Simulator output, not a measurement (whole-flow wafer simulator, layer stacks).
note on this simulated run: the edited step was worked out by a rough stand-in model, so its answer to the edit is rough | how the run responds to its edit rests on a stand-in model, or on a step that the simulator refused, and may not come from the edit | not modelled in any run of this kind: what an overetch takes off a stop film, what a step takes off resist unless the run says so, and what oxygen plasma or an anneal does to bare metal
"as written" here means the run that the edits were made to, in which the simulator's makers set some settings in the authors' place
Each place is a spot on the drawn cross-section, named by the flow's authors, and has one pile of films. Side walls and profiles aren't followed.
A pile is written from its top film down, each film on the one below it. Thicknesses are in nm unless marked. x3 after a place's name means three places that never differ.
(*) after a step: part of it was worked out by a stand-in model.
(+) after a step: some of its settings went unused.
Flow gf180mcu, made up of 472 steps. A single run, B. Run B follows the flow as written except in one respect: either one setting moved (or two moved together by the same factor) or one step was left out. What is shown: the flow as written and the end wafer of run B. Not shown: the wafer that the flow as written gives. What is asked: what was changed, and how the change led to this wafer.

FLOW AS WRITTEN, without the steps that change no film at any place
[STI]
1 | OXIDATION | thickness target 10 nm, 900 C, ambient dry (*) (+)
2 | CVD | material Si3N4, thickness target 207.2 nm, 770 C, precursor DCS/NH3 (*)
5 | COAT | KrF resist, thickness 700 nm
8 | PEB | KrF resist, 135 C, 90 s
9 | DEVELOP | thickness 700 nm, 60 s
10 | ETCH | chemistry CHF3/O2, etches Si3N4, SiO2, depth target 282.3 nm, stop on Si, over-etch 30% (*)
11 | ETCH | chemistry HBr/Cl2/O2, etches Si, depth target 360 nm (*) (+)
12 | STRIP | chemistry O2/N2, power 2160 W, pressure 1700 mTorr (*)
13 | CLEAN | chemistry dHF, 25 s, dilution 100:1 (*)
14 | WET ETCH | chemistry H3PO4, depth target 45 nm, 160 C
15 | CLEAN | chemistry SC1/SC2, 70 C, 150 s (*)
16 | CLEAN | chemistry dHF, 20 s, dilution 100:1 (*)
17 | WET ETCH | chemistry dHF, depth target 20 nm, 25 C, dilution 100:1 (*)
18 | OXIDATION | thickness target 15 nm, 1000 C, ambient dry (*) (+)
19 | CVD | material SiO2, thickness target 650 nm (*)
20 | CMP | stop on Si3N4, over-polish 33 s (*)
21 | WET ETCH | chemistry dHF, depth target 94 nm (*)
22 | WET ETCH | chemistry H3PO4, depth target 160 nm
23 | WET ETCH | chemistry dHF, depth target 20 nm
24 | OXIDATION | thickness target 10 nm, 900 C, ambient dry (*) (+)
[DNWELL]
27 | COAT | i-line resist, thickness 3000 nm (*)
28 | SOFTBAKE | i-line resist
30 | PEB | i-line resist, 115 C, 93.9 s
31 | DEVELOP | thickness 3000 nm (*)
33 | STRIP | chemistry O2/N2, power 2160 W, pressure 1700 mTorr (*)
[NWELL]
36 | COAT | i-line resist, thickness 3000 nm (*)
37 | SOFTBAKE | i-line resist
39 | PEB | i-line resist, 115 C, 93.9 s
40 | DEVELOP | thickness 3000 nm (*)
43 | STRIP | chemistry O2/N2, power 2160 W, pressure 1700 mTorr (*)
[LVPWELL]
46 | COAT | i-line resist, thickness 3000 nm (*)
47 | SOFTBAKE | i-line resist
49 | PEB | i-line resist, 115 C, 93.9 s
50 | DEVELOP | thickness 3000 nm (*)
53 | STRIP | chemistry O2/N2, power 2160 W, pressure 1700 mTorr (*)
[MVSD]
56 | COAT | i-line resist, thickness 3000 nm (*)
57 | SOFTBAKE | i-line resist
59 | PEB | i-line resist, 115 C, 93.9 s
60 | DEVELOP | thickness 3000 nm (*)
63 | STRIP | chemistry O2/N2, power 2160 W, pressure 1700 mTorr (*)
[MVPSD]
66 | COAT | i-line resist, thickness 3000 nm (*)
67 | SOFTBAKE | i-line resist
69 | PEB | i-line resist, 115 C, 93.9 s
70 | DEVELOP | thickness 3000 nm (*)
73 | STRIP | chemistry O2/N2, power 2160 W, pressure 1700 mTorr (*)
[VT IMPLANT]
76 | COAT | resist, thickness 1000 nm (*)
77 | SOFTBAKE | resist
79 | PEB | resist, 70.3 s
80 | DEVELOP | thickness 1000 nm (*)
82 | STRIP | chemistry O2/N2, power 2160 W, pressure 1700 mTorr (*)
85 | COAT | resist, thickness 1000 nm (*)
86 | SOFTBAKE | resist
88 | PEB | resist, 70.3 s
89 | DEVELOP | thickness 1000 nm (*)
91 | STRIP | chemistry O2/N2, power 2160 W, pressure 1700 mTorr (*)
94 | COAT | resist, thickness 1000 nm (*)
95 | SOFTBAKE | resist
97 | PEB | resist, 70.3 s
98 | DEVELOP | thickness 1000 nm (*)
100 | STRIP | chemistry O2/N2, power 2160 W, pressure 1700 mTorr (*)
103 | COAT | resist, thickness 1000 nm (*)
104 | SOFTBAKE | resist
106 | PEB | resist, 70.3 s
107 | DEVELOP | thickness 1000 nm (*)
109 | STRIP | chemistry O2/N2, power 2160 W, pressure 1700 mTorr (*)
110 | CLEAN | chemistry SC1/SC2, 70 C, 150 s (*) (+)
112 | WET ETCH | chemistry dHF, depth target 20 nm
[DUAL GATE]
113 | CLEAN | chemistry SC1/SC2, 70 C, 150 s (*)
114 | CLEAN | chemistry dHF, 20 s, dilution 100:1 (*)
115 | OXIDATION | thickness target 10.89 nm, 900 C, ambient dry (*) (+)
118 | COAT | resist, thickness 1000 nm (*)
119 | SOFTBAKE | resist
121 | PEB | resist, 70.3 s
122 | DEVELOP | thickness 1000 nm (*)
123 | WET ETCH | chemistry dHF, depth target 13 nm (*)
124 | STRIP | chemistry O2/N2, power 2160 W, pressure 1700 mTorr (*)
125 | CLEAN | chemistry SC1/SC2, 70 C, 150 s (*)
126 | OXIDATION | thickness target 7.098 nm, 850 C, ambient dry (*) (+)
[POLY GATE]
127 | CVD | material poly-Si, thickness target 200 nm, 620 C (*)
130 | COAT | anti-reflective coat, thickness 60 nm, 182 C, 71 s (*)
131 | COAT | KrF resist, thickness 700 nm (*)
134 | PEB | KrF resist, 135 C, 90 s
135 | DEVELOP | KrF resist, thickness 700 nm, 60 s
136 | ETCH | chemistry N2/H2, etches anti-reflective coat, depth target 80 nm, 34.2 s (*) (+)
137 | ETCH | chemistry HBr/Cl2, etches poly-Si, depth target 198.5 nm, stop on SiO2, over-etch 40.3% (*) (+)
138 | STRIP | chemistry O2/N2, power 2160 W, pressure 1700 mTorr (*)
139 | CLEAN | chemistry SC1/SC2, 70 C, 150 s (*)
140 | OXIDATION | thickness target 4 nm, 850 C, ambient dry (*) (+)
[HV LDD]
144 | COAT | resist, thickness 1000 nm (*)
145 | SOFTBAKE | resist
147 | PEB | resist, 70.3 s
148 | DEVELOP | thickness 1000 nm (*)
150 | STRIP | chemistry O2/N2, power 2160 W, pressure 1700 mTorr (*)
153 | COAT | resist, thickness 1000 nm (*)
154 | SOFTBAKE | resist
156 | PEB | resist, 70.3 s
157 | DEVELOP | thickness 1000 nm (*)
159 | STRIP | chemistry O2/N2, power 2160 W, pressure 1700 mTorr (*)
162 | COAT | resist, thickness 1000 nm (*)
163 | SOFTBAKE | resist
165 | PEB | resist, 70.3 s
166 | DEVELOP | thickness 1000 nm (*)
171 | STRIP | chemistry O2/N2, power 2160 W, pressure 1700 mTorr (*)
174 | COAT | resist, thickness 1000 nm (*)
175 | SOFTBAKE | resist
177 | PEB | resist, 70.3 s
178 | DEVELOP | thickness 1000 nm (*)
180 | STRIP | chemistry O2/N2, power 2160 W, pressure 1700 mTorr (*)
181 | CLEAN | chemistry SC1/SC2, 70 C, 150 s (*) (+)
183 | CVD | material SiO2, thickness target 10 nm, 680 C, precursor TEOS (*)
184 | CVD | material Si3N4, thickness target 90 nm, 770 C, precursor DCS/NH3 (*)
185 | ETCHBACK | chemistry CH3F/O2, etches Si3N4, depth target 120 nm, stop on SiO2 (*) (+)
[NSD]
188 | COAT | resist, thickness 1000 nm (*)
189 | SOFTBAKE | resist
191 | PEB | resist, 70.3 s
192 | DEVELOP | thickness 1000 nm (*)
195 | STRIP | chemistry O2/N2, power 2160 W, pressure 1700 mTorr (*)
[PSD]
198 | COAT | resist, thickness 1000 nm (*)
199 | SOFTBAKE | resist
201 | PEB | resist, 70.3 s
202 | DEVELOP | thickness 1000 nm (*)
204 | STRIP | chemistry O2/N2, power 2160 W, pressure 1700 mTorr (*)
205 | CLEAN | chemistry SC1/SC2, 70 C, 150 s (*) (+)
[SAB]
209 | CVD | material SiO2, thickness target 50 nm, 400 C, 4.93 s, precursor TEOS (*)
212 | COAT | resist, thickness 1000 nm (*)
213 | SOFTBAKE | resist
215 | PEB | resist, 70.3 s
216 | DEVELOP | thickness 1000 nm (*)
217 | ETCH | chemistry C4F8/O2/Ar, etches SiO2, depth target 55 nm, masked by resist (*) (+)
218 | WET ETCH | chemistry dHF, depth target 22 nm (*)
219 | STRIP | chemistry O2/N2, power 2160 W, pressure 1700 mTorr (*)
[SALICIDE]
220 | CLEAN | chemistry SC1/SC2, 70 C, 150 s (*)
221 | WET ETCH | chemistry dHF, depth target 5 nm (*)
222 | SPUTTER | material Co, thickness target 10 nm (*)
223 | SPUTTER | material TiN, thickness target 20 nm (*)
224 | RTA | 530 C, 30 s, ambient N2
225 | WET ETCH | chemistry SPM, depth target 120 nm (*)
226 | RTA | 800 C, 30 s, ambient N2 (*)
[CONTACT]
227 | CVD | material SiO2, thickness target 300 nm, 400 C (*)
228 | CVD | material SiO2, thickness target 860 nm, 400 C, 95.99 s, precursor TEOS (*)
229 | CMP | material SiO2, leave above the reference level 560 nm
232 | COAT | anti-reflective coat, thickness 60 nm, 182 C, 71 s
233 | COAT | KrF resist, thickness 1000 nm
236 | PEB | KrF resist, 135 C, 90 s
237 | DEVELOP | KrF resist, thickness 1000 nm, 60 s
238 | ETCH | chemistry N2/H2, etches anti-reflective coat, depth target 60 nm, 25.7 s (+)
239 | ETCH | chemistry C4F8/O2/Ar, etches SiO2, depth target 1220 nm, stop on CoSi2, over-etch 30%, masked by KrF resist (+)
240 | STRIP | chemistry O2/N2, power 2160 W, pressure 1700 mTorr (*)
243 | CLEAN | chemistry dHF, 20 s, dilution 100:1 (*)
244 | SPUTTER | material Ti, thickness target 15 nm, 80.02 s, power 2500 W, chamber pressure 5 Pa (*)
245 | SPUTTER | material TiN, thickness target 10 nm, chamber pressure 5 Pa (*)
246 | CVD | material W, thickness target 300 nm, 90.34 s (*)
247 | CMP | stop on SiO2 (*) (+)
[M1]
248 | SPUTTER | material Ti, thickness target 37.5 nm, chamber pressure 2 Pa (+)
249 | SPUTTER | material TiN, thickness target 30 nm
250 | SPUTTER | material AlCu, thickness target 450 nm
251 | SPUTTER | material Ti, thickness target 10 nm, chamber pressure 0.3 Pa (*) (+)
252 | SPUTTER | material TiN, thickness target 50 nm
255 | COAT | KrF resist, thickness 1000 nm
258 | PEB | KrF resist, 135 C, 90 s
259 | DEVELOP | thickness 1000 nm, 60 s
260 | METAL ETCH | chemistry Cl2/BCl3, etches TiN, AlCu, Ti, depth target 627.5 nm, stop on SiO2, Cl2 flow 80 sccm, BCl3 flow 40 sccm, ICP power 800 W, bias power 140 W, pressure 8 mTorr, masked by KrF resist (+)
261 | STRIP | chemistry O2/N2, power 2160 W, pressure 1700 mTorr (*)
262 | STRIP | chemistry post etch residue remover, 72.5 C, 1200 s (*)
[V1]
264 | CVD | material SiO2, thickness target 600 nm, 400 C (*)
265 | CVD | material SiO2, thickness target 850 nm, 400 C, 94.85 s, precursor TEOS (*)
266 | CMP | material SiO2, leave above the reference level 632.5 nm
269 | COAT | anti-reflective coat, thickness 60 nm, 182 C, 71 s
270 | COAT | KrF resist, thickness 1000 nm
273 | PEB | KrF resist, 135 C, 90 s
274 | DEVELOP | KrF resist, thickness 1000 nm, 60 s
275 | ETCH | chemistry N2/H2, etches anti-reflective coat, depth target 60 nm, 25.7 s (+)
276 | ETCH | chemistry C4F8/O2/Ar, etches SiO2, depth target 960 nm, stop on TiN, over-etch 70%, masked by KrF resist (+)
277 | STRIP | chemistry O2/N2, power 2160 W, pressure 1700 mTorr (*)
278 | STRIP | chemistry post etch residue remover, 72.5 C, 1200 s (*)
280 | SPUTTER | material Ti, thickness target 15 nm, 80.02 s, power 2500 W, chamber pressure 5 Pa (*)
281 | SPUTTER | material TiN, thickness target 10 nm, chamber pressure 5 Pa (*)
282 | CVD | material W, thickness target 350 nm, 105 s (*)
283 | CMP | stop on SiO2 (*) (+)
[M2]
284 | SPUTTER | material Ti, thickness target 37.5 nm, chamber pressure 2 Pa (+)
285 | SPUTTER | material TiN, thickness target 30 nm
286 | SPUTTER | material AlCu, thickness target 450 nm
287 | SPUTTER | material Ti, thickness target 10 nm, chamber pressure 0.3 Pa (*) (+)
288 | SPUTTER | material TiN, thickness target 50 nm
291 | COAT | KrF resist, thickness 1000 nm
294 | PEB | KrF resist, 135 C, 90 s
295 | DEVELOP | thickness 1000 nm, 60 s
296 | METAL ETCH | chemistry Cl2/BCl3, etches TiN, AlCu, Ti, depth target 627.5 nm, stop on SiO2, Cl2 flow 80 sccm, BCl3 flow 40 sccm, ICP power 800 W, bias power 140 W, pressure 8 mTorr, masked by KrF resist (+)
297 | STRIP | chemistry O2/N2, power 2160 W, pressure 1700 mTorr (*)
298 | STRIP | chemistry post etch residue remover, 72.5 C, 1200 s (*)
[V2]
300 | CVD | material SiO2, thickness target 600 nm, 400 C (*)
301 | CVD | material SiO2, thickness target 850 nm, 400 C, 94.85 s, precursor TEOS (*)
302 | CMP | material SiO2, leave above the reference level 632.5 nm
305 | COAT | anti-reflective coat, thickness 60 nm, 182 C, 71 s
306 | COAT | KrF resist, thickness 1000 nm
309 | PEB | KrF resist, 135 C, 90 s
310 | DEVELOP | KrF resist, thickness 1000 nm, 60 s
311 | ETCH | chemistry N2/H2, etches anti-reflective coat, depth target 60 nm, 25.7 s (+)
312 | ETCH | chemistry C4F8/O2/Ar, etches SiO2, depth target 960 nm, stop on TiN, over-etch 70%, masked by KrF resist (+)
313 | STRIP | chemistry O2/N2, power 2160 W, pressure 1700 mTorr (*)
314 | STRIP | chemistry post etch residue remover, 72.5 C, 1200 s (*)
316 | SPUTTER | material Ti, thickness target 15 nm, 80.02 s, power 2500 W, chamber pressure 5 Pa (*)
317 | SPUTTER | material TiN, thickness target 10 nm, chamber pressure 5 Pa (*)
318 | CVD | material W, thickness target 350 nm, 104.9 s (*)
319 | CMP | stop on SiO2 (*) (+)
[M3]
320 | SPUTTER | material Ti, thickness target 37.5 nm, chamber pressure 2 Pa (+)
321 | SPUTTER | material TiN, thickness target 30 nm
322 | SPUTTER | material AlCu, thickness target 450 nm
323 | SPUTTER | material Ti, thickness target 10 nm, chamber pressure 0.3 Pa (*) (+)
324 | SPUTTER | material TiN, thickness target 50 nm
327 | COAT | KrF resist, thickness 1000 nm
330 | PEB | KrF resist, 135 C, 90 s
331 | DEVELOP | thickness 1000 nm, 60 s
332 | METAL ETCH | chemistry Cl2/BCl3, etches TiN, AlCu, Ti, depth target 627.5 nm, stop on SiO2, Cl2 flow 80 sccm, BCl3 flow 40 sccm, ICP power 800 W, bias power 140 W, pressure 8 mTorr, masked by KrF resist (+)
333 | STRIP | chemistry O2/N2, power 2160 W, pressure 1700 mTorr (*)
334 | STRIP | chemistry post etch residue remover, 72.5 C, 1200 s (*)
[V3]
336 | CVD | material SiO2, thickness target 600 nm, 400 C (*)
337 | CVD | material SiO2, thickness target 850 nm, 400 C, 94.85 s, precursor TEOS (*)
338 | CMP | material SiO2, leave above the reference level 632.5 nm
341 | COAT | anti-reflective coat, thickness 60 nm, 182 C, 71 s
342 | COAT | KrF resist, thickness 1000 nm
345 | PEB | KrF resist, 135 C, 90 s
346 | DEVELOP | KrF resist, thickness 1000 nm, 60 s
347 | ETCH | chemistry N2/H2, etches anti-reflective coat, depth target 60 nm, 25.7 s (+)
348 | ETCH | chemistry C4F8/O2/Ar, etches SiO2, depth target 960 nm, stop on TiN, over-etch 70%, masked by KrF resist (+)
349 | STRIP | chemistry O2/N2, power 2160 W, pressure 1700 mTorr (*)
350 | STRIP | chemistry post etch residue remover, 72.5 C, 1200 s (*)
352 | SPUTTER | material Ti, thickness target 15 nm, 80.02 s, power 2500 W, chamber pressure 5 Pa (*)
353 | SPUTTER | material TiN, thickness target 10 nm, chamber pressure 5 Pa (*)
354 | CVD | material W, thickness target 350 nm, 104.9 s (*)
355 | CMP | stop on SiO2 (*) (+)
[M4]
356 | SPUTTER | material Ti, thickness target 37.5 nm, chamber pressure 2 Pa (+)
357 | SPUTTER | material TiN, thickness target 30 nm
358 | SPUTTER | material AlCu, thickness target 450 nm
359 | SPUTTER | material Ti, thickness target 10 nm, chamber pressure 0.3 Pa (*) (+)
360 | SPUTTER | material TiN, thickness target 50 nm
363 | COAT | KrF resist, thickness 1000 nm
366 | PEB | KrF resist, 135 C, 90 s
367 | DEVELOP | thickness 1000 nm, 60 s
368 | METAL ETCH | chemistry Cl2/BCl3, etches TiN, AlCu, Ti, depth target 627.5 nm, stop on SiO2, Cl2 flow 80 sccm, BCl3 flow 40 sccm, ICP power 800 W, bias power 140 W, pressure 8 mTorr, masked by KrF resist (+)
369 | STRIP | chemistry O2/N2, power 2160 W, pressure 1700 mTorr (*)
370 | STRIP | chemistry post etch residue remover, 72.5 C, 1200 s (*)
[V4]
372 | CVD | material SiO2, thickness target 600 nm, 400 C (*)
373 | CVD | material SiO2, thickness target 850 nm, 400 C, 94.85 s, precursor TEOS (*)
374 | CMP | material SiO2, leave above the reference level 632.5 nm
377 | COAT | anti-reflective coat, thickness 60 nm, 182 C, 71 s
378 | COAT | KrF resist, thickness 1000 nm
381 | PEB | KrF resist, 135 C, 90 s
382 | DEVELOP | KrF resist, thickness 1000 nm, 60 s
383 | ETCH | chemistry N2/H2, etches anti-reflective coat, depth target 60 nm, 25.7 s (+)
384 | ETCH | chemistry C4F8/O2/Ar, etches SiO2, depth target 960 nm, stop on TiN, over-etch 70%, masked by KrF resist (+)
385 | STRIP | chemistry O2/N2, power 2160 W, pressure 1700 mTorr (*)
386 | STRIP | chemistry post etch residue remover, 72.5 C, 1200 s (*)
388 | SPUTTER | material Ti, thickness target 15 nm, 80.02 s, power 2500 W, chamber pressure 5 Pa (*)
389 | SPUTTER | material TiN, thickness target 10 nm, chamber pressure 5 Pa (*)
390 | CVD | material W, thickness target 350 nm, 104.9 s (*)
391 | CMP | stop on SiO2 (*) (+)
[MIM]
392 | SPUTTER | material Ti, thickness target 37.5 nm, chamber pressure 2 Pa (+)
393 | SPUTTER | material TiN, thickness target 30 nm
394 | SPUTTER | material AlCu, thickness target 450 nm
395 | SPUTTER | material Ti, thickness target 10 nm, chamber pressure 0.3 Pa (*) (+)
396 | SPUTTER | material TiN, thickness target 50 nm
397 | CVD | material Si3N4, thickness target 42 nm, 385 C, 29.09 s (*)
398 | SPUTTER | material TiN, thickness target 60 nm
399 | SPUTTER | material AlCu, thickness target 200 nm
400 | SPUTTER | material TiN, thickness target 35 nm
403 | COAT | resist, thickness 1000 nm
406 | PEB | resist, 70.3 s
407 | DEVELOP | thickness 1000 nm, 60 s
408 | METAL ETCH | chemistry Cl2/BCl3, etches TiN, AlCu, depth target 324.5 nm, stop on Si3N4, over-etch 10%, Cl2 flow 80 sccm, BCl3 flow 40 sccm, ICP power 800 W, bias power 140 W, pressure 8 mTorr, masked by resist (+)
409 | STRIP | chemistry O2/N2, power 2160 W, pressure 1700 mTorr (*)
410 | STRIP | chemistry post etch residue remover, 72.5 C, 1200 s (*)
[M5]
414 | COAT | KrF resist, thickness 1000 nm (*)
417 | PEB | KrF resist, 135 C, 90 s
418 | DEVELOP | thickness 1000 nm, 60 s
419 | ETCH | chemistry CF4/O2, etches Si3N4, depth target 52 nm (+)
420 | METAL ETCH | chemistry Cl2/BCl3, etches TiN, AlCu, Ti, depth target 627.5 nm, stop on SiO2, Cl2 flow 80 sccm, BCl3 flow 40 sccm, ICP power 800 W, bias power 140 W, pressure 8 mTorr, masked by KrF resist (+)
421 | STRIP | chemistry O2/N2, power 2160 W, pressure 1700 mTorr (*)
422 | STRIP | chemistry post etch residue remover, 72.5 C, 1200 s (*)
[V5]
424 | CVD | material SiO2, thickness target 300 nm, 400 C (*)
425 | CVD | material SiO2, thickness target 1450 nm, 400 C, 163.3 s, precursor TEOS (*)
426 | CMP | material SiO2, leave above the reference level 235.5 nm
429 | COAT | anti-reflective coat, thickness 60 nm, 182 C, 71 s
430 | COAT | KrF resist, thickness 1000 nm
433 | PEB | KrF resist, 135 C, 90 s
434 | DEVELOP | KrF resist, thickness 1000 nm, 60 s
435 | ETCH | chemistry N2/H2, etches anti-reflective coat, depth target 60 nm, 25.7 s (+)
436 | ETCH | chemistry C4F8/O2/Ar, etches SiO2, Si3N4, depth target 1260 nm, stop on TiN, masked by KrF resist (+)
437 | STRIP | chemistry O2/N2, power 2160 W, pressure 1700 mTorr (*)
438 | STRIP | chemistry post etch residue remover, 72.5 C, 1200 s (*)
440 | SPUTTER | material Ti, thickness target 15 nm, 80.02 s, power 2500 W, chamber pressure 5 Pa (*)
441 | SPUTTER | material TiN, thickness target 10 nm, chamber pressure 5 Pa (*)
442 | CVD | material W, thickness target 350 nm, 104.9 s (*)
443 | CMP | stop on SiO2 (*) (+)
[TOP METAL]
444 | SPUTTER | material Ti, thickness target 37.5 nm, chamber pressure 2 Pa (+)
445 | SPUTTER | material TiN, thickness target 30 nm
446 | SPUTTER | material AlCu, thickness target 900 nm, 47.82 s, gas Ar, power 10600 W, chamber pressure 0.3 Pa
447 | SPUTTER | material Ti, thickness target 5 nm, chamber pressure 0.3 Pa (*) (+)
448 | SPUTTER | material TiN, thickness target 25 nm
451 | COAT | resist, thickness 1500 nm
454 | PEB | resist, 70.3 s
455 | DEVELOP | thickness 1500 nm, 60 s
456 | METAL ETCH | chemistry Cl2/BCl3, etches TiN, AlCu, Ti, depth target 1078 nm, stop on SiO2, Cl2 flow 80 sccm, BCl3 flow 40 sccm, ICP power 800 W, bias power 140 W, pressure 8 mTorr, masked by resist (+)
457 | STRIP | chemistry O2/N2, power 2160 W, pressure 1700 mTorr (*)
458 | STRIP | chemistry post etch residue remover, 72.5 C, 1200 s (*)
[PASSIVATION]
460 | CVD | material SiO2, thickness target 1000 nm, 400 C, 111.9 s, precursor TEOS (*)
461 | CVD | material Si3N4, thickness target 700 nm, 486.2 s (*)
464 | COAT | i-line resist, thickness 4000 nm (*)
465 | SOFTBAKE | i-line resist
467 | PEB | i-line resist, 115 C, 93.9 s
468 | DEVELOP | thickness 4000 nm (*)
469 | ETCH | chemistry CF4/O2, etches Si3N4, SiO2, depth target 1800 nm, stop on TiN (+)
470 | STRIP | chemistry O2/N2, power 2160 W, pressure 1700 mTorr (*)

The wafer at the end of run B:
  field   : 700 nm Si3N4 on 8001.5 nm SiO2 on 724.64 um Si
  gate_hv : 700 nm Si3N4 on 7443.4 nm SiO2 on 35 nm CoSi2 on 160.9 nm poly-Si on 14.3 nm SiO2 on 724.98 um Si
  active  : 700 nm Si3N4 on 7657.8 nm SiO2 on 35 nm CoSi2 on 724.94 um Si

The reason: step 460, CVD: thickness target 770 nm was run, though the flow has thickness target 1000 nm; step 460, CVD: 86.2 s was run, where the flow has 111.9 s.

Step by step, how the change led to this:
  460 | CVD | material SiO2, thickness target 1000 nm, 400 C, 111.9 s, precursor TEOS (*)
      field, field__w1, field__w2 and 103 more: +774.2 SiO2 (as written it would have been: +1000 SiO2)
      field__w8, contact, m1, m1__w1, pad, m1_nw: +774.2 SiO2 (new film) (as written it would have been: +1000 SiO2 (new film))
  465 | SOFTBAKE | i-line resist
      gate: -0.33 i-line resist (as written it would have been: +1.79 i-line resist)
      ld_acc_p, ld_fp_p, ld_drift_p: +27 i-line resist (as written it would have been: +33.8 i-line resist)
      (also at 57 further places)
  469 | ETCH | chemistry CF4/O2, etches Si3N4, SiO2, depth target 1800 nm, stop on TiN (+)
      pad: -700 Si3N4 (all of it), -774.2 SiO2 (all of it) (as written it would have been: -700 Si3N4 (all of it), -1000 SiO2 (all of it))
